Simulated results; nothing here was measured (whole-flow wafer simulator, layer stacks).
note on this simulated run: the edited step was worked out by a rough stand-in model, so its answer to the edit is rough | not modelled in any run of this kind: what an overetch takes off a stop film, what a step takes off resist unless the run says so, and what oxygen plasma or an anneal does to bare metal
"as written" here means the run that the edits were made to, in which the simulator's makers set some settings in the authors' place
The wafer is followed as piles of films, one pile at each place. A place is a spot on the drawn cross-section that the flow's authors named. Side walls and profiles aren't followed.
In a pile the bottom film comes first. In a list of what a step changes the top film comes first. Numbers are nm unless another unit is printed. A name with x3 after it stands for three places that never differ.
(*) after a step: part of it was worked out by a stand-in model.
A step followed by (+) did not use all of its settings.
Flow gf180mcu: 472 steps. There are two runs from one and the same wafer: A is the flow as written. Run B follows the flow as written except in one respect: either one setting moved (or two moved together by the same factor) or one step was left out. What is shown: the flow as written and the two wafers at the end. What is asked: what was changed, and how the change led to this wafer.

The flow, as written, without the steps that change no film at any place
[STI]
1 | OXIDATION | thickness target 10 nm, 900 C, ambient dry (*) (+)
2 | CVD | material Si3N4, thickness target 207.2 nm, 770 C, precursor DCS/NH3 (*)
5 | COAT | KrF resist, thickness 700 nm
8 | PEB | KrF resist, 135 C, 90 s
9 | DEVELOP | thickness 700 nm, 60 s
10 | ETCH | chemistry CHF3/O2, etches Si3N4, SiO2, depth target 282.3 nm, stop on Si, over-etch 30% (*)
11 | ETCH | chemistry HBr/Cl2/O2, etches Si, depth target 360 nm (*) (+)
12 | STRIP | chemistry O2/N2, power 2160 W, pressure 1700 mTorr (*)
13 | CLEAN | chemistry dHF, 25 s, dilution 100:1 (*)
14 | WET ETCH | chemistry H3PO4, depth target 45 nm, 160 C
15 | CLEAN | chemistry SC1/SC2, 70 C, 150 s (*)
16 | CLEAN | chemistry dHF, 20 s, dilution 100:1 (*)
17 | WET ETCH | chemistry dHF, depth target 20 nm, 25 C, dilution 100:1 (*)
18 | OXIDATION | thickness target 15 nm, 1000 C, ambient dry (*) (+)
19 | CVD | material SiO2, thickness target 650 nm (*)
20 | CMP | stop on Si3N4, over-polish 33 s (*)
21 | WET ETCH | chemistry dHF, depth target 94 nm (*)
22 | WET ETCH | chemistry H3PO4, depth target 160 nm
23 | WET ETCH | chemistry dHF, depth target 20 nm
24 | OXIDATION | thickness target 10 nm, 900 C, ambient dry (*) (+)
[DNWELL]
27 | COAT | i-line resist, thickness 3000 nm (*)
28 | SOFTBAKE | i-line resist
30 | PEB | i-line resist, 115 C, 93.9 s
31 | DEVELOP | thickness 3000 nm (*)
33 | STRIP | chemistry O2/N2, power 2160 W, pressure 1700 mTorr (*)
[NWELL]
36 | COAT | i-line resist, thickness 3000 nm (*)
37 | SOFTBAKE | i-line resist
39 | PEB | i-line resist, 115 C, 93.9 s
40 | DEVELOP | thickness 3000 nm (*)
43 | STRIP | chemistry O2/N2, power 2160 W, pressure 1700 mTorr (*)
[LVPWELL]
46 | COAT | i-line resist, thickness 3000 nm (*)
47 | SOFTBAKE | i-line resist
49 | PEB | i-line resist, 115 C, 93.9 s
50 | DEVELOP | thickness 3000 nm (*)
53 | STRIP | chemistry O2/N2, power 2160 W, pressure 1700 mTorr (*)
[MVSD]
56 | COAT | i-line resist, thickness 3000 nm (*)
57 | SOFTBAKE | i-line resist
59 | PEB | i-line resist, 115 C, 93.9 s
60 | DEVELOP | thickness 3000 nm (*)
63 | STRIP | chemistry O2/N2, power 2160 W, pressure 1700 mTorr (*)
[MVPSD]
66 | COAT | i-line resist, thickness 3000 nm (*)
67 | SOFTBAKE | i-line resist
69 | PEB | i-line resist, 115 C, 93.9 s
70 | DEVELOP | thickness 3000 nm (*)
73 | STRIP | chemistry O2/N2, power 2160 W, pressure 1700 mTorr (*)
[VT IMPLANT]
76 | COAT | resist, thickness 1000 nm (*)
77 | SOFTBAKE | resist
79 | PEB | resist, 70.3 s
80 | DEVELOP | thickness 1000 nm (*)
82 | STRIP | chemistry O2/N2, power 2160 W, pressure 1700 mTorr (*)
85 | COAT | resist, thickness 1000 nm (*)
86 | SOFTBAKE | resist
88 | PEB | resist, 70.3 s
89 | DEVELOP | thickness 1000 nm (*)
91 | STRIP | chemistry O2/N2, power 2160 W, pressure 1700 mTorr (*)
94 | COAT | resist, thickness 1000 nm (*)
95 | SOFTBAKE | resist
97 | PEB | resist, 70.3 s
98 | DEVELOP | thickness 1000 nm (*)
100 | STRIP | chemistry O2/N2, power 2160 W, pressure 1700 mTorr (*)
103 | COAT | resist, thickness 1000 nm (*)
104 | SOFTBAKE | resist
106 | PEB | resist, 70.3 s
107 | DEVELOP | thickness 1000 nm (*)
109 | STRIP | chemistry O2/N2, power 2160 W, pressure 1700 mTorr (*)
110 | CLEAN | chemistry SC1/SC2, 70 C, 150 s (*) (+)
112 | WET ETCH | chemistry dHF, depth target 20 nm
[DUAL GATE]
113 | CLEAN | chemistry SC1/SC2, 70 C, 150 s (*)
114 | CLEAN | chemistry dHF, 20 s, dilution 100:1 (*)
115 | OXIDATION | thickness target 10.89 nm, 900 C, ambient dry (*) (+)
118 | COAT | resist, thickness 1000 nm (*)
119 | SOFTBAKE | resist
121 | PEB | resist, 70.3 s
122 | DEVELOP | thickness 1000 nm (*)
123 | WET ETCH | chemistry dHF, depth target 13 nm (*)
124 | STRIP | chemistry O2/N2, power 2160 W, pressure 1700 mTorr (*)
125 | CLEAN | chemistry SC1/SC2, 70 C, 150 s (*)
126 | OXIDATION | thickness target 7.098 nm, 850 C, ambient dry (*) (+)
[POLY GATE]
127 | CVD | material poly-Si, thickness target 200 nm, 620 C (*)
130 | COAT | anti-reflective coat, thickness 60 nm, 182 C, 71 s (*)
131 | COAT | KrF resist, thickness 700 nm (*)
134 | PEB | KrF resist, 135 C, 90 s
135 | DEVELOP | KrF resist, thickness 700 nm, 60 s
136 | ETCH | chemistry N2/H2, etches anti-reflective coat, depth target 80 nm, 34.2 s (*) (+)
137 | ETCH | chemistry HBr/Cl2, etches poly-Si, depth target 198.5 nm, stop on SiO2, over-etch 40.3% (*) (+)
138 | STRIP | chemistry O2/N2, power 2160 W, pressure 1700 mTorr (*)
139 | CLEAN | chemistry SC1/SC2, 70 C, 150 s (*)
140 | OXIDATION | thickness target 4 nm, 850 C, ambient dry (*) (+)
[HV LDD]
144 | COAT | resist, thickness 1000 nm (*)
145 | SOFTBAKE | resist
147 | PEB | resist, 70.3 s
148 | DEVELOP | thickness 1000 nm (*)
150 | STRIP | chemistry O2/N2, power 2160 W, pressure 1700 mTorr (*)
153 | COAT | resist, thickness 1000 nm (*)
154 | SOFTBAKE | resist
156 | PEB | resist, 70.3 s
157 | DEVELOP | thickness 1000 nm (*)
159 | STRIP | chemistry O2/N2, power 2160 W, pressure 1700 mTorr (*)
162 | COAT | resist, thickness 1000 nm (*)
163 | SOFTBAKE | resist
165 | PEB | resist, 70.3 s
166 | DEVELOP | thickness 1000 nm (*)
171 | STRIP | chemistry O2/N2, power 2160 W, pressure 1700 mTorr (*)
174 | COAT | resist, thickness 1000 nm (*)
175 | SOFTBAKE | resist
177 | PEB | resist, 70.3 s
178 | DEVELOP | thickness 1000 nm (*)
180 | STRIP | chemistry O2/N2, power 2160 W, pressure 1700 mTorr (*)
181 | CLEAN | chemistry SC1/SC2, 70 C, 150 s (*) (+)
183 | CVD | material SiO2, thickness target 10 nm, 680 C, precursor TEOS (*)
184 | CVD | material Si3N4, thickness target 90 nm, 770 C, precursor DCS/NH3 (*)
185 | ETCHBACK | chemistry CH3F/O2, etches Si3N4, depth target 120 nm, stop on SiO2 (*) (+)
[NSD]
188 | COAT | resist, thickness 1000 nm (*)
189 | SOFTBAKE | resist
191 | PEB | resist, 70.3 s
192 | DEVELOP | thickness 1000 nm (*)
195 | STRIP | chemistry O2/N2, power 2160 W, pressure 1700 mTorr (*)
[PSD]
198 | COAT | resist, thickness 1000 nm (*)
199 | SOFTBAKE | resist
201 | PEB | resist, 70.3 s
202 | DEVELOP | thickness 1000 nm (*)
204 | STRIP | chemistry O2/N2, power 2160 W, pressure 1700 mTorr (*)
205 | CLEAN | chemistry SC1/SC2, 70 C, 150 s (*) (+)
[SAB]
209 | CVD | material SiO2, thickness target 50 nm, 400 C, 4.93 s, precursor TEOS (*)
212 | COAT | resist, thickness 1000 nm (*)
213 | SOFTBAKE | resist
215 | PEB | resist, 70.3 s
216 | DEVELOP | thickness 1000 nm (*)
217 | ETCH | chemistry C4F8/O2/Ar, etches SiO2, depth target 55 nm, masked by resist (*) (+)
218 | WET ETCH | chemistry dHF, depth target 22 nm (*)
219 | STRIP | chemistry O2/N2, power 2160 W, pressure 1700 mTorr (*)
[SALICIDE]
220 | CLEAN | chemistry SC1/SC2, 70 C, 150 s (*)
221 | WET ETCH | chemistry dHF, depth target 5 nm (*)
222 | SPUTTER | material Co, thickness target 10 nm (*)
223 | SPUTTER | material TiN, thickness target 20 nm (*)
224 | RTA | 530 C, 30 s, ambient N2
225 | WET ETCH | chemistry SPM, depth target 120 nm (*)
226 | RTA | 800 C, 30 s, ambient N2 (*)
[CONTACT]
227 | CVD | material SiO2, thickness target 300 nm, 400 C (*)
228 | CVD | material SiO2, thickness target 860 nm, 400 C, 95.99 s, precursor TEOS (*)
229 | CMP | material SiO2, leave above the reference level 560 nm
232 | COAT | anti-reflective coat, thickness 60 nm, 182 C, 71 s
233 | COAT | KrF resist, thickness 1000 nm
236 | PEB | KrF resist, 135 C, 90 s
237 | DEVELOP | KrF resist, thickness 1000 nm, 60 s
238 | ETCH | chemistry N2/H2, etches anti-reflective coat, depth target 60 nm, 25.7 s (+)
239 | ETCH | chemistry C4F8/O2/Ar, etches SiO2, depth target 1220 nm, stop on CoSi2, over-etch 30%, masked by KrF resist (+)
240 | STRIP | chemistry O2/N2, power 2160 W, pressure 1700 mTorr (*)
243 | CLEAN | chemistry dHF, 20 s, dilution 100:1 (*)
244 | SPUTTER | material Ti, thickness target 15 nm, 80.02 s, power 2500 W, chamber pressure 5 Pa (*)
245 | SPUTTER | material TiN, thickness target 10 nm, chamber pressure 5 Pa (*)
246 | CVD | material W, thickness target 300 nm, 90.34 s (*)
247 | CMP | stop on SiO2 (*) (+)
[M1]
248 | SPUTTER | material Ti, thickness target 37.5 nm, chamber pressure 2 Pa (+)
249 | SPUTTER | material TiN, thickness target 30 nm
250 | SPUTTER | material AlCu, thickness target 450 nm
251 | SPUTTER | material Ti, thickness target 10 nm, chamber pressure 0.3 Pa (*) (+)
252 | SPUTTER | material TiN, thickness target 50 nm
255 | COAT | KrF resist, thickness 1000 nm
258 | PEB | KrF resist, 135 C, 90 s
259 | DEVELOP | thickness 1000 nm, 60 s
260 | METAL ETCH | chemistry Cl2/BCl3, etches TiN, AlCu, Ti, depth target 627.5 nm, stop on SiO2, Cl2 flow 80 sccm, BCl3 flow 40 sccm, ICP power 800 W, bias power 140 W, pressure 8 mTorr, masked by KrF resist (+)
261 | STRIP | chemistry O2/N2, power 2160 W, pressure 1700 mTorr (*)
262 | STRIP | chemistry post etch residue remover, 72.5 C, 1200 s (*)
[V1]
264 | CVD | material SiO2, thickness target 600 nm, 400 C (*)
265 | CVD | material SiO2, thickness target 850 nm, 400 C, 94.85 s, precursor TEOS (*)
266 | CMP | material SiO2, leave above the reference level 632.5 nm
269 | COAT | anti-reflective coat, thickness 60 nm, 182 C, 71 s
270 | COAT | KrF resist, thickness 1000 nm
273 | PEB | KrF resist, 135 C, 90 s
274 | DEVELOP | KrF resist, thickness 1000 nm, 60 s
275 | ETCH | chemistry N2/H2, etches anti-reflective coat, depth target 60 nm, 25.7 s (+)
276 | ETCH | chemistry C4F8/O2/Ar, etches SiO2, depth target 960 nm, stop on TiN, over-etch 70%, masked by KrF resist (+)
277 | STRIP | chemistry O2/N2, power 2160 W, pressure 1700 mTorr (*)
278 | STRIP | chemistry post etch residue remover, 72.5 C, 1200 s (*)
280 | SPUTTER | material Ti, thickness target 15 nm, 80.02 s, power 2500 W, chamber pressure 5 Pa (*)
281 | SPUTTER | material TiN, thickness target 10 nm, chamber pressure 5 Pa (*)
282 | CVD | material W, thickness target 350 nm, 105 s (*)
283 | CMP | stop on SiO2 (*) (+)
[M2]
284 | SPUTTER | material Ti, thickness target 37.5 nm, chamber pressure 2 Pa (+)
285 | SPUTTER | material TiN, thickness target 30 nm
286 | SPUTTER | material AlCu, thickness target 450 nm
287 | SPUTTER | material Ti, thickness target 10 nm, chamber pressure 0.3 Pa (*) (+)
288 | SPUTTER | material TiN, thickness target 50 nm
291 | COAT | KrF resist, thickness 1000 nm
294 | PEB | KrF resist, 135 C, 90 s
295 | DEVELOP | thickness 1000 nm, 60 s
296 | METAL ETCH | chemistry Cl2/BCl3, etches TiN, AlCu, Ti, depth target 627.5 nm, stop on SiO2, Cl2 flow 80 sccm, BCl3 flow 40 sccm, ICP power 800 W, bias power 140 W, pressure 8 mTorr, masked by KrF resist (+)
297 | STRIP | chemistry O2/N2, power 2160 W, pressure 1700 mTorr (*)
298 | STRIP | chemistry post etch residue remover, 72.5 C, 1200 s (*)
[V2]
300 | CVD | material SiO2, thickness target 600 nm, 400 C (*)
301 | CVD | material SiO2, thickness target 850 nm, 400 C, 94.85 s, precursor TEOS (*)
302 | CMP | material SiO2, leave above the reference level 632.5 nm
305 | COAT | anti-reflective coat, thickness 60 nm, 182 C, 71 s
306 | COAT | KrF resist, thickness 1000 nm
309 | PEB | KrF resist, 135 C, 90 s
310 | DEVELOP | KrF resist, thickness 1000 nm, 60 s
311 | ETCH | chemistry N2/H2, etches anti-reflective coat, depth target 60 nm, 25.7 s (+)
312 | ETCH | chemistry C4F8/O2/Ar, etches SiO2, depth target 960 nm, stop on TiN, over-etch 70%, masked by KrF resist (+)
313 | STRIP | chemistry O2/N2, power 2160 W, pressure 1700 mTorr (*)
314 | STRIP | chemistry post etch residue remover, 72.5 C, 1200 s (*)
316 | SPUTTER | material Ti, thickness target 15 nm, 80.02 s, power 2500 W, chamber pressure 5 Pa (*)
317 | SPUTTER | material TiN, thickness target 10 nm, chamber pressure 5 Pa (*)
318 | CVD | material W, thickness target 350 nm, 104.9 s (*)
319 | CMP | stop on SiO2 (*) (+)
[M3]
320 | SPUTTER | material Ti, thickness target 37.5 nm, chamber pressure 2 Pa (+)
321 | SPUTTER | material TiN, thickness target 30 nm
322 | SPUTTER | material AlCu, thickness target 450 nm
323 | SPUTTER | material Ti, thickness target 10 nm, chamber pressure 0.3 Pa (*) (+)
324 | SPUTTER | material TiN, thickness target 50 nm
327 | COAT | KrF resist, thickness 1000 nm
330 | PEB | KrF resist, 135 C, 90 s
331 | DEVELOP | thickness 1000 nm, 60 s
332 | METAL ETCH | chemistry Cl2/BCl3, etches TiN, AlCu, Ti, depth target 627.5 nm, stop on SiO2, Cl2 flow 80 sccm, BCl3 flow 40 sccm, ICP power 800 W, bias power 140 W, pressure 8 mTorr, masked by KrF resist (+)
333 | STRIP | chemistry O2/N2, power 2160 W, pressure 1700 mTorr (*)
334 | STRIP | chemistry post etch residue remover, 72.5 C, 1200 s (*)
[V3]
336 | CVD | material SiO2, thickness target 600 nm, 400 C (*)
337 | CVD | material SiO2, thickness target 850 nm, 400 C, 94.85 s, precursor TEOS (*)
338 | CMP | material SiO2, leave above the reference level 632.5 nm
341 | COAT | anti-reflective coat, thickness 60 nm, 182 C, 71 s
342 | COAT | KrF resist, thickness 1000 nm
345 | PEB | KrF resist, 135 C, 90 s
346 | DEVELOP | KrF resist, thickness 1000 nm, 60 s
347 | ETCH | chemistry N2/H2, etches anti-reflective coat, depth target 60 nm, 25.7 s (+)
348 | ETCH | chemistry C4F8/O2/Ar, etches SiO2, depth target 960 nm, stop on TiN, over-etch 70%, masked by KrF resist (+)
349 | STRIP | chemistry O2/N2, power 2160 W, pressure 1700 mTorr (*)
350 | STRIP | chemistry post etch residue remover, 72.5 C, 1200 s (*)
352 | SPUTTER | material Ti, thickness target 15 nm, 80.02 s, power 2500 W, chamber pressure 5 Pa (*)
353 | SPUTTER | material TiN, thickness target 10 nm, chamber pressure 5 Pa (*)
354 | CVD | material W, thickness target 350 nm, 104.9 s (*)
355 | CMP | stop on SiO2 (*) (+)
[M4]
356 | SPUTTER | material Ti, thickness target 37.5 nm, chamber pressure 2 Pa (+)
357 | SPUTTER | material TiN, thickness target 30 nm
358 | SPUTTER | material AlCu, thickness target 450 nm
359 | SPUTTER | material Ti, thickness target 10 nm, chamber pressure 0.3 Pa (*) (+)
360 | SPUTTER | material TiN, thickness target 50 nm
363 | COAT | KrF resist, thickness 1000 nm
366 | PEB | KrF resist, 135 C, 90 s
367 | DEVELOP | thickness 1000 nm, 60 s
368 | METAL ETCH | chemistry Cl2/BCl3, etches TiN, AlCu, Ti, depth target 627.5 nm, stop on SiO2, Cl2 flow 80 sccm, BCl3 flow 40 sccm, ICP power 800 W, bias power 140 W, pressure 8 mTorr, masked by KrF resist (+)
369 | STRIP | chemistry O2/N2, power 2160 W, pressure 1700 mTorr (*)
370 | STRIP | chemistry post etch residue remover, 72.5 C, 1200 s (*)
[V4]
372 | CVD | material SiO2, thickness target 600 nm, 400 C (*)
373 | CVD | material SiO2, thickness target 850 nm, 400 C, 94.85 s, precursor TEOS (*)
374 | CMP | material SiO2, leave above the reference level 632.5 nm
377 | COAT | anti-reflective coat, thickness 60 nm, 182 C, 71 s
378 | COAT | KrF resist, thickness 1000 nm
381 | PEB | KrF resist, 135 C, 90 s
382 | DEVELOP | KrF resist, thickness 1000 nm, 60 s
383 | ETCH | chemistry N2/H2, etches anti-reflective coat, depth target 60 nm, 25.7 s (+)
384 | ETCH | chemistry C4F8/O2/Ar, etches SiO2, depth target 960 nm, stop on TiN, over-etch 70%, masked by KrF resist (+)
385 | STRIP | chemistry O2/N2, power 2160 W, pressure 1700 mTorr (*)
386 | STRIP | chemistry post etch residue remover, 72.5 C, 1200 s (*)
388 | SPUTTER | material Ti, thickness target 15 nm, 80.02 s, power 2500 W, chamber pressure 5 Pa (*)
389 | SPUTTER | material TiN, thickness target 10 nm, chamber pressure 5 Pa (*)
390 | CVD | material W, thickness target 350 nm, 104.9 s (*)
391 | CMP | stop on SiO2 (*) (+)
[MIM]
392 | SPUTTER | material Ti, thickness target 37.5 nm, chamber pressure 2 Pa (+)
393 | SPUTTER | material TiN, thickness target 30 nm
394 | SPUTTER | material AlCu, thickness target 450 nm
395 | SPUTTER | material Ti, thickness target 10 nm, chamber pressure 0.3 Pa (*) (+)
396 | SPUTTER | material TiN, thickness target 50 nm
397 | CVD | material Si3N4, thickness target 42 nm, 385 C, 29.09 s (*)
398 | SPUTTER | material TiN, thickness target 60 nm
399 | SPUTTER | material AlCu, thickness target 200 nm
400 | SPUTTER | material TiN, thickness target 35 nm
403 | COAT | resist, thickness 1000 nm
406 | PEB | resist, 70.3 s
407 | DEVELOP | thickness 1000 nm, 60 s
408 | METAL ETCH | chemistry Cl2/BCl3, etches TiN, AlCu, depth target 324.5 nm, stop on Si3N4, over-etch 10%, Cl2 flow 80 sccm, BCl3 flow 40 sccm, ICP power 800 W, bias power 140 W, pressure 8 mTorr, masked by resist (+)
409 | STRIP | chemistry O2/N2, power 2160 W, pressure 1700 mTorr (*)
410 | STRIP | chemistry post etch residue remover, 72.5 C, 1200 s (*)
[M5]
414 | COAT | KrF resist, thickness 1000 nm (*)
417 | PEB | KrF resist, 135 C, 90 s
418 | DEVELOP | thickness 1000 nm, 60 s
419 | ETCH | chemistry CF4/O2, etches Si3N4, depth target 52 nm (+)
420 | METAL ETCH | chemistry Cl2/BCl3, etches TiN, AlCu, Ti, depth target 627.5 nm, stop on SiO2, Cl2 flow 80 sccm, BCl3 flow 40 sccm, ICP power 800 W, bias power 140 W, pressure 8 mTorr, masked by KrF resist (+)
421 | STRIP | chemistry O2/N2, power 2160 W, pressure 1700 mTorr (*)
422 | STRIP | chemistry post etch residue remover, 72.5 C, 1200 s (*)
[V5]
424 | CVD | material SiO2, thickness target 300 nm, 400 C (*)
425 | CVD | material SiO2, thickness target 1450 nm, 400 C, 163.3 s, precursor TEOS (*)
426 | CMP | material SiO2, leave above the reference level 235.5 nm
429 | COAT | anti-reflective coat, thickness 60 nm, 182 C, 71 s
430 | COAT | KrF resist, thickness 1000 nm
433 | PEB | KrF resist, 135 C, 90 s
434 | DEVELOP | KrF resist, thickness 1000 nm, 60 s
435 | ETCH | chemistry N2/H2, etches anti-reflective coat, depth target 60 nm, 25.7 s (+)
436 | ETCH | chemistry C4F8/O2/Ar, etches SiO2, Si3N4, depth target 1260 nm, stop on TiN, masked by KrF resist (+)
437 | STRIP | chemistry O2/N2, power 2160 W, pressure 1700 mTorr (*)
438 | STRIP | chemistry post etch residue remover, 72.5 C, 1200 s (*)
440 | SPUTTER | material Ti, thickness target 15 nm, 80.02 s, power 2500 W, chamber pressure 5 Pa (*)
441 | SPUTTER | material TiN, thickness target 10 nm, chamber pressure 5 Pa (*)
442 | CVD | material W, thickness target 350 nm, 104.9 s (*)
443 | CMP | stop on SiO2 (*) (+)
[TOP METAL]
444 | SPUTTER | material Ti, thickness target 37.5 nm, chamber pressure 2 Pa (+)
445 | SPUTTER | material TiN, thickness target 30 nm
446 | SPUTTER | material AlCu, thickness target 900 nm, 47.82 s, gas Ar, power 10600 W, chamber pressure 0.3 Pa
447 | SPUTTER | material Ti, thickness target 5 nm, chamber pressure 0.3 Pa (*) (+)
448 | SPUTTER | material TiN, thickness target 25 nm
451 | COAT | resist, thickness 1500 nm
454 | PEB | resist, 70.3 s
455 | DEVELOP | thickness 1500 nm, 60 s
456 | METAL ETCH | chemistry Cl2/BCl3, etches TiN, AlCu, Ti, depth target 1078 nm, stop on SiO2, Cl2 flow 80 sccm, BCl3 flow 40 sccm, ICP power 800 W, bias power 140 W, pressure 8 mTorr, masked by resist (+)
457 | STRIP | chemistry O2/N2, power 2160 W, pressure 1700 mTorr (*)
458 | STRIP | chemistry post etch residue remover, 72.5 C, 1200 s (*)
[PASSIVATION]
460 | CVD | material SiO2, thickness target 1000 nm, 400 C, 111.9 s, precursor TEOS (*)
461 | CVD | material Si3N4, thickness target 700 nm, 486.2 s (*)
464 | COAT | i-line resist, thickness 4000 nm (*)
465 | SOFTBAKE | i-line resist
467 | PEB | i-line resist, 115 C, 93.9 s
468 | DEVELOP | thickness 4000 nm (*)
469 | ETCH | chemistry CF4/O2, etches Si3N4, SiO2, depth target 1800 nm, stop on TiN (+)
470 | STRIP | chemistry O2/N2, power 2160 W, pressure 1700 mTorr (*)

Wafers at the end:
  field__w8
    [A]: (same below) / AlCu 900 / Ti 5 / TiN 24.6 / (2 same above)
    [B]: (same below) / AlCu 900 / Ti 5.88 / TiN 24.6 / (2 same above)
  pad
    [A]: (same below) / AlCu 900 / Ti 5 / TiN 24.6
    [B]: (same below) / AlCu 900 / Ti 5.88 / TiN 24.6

The reason: step 447, SPUTTER: thickness target 5.88 nm was run, while the flow as written has thickness target 5 nm.
The wafer itself shows it: field__w8 has Ti 5.88, and step 447 as written asks for 5 nm.

The path from the change to this, step by step:
  447 | SPUTTER | material Ti, thickness target 5 nm, chamber pressure 0.3 Pa (*) (+)
      field, field__w1, field__w2 and 109 more: A Ti gains 5 (new film) | B Ti gains 5.88 (new film)
  456 | METAL ETCH | chemistry Cl2/BCl3, etches TiN, AlCu, Ti, depth target 1078 nm, stop on SiO2, Cl2 flow 80 sccm, BCl3 flow 40 sccm, ICP power 800 W, bias power 140 W, pressure 8 mTorr, masked by resist (+)
      field, field__w1, field__w2 and 103 more: A TiN loses 25 (all of it), Ti loses 5 (all of it), AlCu loses 900 (all of it), TiN loses 30 (all of it), Ti loses 37.5 (all of it) | B TiN loses 25 (all of it), Ti loses 5.88 (all of it), AlCu loses 900 (all of it), TiN loses 30 (all of it), Ti loses 37.5 (all of it)
